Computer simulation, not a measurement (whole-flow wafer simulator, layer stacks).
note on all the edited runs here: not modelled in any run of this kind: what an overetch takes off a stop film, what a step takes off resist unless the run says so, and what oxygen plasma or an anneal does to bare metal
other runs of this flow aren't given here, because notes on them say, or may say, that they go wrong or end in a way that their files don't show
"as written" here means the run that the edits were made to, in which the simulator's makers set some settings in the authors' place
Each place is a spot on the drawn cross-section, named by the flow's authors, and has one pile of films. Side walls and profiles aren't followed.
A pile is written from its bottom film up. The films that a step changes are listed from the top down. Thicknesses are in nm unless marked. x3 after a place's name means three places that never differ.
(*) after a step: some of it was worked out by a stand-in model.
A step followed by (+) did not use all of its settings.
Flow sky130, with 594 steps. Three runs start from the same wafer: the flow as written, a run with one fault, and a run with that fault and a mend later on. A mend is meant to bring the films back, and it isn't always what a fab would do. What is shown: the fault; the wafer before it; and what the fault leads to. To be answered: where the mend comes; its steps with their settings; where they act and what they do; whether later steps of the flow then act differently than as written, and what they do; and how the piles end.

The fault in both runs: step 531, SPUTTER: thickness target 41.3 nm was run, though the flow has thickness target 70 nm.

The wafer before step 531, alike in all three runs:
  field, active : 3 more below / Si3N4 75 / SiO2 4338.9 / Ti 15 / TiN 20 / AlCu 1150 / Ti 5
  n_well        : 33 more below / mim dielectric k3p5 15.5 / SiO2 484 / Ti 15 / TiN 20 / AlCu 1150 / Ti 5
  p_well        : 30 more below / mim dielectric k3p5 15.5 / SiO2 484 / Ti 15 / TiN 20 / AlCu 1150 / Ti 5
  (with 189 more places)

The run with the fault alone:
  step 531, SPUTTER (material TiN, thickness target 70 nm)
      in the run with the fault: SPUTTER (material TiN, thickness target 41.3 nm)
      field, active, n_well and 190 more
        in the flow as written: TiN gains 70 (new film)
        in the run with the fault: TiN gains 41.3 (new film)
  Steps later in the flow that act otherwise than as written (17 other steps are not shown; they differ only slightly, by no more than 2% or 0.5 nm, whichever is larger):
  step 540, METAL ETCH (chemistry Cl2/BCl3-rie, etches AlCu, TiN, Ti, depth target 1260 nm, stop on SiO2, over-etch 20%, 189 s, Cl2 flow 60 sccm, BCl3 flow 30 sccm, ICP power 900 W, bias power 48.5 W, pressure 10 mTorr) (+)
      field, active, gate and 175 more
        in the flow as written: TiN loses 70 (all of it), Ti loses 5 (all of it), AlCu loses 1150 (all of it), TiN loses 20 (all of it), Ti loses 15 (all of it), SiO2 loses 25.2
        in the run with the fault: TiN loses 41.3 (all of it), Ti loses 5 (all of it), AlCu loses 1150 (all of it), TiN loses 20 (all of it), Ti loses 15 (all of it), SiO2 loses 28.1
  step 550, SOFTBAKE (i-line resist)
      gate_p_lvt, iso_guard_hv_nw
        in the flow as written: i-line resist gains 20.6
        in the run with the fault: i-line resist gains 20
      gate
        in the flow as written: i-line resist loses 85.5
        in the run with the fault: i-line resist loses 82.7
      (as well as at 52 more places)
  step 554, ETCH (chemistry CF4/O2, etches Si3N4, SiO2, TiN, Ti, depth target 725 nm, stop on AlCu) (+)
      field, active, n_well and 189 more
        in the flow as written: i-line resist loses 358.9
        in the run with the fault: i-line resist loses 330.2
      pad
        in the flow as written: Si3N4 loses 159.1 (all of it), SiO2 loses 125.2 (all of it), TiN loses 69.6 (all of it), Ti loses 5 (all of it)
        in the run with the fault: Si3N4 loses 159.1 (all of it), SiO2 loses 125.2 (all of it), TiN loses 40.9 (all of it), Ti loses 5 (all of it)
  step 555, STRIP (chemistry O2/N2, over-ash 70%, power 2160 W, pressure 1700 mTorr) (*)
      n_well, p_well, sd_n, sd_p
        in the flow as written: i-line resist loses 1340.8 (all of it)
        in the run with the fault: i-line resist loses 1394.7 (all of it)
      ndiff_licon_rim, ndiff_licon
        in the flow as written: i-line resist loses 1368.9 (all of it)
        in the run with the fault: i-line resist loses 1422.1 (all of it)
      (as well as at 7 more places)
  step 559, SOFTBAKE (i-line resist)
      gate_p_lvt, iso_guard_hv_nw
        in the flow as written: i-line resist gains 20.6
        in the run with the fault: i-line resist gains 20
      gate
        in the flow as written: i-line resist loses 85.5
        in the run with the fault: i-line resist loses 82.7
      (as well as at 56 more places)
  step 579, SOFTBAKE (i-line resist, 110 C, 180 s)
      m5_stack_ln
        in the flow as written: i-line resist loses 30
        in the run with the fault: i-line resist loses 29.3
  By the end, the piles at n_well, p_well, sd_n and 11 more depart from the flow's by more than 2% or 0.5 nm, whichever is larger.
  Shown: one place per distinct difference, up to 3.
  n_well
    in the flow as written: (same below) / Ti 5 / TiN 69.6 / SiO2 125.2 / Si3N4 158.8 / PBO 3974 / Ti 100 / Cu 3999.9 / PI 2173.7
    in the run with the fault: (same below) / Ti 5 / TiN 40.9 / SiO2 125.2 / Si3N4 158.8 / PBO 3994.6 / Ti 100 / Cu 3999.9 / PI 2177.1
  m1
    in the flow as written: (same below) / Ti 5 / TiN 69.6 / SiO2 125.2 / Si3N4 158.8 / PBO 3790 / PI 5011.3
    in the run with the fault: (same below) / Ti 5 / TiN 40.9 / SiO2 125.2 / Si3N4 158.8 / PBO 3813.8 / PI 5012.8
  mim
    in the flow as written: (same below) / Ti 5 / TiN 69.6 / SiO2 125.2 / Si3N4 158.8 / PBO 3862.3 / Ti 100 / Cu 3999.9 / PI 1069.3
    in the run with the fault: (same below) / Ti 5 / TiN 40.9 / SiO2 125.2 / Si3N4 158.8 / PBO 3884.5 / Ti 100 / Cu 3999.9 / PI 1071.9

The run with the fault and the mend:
  After step 531 comes the mend.
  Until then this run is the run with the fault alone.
  step 531a, SPUTTER (material TiN, thickness target 28.7 nm) (the flow's step 531 again, with other settings)
      field, active, n_well and 190 more
        TiN gains 28.7
  Later steps of the flow that are run all act as written at every place that is followed.
  The piles end the same as the flow's at every place that both follow.
